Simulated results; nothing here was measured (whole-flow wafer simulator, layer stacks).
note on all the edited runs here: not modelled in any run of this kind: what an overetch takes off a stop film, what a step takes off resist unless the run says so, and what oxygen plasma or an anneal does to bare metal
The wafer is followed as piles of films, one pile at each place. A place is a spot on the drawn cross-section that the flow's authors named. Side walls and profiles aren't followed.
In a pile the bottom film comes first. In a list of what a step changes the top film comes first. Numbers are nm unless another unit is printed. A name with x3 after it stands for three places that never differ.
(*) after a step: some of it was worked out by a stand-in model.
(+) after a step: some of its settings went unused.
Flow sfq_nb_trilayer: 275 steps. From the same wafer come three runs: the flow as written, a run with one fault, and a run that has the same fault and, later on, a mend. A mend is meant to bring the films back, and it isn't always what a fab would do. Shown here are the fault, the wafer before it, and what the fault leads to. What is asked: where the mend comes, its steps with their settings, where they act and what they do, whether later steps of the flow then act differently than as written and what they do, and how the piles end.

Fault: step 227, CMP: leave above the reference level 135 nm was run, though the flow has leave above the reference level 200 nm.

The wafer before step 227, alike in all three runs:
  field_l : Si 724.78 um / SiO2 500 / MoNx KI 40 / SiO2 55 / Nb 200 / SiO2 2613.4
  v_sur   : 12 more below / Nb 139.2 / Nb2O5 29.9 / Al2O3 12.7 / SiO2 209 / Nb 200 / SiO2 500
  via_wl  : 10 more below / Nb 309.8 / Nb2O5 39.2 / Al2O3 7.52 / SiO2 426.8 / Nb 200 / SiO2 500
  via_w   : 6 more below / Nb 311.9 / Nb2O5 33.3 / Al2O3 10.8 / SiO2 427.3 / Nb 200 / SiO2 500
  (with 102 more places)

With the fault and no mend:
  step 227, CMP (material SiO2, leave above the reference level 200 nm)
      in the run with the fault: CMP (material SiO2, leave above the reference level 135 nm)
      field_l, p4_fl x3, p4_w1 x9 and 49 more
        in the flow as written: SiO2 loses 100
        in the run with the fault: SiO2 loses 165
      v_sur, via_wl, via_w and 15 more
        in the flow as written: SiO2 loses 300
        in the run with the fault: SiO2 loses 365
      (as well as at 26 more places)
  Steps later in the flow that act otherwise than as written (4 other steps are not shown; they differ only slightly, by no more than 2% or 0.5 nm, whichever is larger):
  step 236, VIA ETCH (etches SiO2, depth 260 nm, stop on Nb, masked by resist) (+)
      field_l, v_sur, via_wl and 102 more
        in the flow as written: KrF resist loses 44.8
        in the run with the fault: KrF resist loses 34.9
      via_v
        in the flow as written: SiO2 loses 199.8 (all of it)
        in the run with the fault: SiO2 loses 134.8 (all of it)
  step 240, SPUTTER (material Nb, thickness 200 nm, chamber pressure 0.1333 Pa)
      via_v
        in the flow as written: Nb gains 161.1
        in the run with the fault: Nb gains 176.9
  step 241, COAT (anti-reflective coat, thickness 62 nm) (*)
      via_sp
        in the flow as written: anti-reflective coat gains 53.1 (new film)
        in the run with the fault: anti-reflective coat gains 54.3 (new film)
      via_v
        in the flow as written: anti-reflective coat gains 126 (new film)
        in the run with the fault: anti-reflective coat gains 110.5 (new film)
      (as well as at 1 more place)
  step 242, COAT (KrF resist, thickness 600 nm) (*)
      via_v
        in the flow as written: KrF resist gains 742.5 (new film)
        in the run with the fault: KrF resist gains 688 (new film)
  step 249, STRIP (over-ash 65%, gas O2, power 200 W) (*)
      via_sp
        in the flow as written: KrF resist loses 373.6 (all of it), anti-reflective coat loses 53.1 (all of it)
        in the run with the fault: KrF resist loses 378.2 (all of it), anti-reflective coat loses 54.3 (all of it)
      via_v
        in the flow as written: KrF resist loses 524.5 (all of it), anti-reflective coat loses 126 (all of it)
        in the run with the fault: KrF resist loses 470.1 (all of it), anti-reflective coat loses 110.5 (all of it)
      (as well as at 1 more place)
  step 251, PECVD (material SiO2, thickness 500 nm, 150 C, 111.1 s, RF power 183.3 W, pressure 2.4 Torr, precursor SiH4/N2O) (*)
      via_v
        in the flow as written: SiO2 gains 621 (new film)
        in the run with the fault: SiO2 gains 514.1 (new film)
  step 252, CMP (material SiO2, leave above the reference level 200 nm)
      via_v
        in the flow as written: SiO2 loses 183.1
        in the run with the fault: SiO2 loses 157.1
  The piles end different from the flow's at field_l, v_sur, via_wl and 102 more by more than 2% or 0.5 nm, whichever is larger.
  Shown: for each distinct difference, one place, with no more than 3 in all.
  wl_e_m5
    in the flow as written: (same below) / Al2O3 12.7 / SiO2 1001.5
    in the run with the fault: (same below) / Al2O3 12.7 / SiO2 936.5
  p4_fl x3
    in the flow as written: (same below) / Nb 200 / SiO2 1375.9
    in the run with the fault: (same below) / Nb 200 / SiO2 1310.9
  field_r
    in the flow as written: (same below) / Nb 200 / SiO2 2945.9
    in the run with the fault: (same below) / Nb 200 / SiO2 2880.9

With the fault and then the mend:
  After step 228 comes the mend.
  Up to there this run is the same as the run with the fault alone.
  step 228a, PECVD (material SiO2, thickness 65 nm, 150 C, 14.44 s, RF power 183.3 W, pressure 2.4 Torr, precursor SiH4/N2O) (a further turn of the flow's step 226, with different settings)
      field_l, v_sur, via_wl and 103 more
        SiO2 gains 65
  Every later step of the flow that is run acts as written, at every place that is followed, to within 2% or 0.5 nm, whichever is larger.
  By the end, the piles equal the flow's at every place that both follow.
